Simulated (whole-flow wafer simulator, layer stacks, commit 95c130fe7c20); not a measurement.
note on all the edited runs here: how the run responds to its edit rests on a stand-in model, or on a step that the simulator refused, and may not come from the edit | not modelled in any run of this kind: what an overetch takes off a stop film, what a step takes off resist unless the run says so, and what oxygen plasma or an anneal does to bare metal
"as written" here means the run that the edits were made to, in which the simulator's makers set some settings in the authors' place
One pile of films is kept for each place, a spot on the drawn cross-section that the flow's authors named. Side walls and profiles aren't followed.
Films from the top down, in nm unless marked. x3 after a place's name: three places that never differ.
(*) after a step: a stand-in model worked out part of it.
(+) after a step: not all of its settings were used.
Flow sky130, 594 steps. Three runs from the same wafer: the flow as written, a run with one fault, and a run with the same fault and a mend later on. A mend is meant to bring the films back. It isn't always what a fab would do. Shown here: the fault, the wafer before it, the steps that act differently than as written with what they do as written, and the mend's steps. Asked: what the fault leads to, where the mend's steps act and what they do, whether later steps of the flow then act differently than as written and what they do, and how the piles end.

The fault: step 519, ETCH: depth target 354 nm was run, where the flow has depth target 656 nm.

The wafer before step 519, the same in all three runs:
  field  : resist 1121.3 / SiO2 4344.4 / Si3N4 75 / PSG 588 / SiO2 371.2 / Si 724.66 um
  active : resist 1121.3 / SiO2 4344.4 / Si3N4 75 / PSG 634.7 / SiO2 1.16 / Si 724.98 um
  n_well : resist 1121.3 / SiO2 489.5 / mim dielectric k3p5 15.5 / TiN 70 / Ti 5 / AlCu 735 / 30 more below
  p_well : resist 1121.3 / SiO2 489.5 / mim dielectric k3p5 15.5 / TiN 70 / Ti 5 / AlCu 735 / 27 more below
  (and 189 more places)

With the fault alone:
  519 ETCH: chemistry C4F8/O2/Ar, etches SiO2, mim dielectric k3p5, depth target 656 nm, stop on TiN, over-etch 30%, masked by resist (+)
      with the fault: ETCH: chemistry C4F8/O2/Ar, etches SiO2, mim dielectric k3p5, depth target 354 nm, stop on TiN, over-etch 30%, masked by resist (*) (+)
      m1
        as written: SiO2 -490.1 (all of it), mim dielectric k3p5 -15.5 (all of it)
        with the fault: SiO2 -354
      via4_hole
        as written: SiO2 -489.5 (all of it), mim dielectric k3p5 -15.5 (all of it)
        with the fault: SiO2 -354
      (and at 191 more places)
  Later steps of the flow that act differently than as written (1 more step differs only slightly, by at most 2% or 0.5 nm, whichever is larger, and isn't shown):
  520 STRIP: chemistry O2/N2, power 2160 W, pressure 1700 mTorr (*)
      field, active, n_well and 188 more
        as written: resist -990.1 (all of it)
        with the fault: resist -1050.5 (all of it)
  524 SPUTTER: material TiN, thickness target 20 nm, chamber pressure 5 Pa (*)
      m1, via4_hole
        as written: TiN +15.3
        with the fault: TiN +16.4 (new film)
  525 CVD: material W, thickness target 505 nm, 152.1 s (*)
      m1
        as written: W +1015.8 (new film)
        with the fault: W +665.9 (new film)
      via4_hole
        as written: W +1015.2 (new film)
        with the fault: W +667.6 (new film)
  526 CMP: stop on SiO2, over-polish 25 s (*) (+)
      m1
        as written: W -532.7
        with the fault: W -335.9
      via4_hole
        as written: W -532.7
        with the fault: W -337.6
  At the end the piles differ from the flow's by more than 2% or 0.5 nm, whichever is larger, at m1, via4_hole.
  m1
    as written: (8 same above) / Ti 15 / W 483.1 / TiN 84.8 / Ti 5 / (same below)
    with the fault: (8 same above) / Ti 15 / W 330 / TiN 16.4 / SiO2 136.1 / mim dielectric k3p5 15.5 / TiN 70 / Ti 5 / (same below)
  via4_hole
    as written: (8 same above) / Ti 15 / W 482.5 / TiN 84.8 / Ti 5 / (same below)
    with the fault: (8 same above) / Ti 15 / W 330 / TiN 16.4 / SiO2 135.5 / mim dielectric k3p5 15.5 / TiN 70 / Ti 5 / (same below)

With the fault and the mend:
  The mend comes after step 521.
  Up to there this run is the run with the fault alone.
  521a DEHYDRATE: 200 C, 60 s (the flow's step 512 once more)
      changes no film at any place that is followed
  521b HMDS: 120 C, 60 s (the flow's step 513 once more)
      changes no film at any place that is followed
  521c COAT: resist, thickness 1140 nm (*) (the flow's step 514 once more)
      gate_hv, mim, dice_street and 116 more
        resist +1140 (new film)
      n_well, p_well, sd_n and 6 more
        resist +1139.5 (new film)
      gate_lvt_sd, gate_p_sd, active_p, gate_p_hvt_sd, active_p_hvt, active_p_lvt, field_nw
        resist +1139.7 (new film)
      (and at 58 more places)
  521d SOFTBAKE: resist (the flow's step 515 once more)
      active
        resist +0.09
      gate
        resist +0.14
      spacer
        resist +0.12
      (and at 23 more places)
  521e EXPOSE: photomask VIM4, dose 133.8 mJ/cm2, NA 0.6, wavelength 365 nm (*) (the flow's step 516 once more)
      changes no film at any place that is followed
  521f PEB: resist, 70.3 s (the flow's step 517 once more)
      field, active, n_well and 172 more
        resist -18.7
      pwell_dnw, gate_p, poly_endcap, via1_hole, via1_enc, via2_hole, via2_enc
        resist -18.6
      nwell_res, pplus_nw, iso_guard, via3_hole, via3_enc, sonos_guard
        resist -18.5
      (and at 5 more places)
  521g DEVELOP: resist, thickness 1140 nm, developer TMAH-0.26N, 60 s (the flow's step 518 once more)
      field, varactor_hvt, gate_lvt, gate_hv_nvt, drift_pwde, pnp_par_nw, gate_lg05, gate_lvt_sd
        resist -0.02
      m1
        resist -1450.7 (all of it)
      via4_hole
        resist -1450.3 (all of it)
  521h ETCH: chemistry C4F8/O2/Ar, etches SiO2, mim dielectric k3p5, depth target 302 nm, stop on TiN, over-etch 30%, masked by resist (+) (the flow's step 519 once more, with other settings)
      field, active, n_well and 188 more
        resist -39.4
      m1
        SiO2 -136.1 (all of it), mim dielectric k3p5 -15.5 (all of it)
      via4_hole
        SiO2 -135.5 (all of it), mim dielectric k3p5 -15.5 (all of it)
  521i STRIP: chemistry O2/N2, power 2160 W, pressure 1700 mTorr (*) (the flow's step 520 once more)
      gate_hv, mim, dice_street and 116 more
        resist -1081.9 (all of it)
      n_well, p_well, sd_n and 8 more
        resist -1081.3 (all of it)
      vpp_tail, gate_hv_sd, active_hv5, spacer_hv5, gate_p_g5v0_sd, spacer_p_g5v0
        resist -1081.7 (all of it)
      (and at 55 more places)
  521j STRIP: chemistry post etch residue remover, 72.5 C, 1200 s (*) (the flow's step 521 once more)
      m1, via4_hole
        TiN -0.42
  No later step of the flow acts differently than as written at any place that is followed.
  At the end the piles are the same as the flow's at every place that both follow.
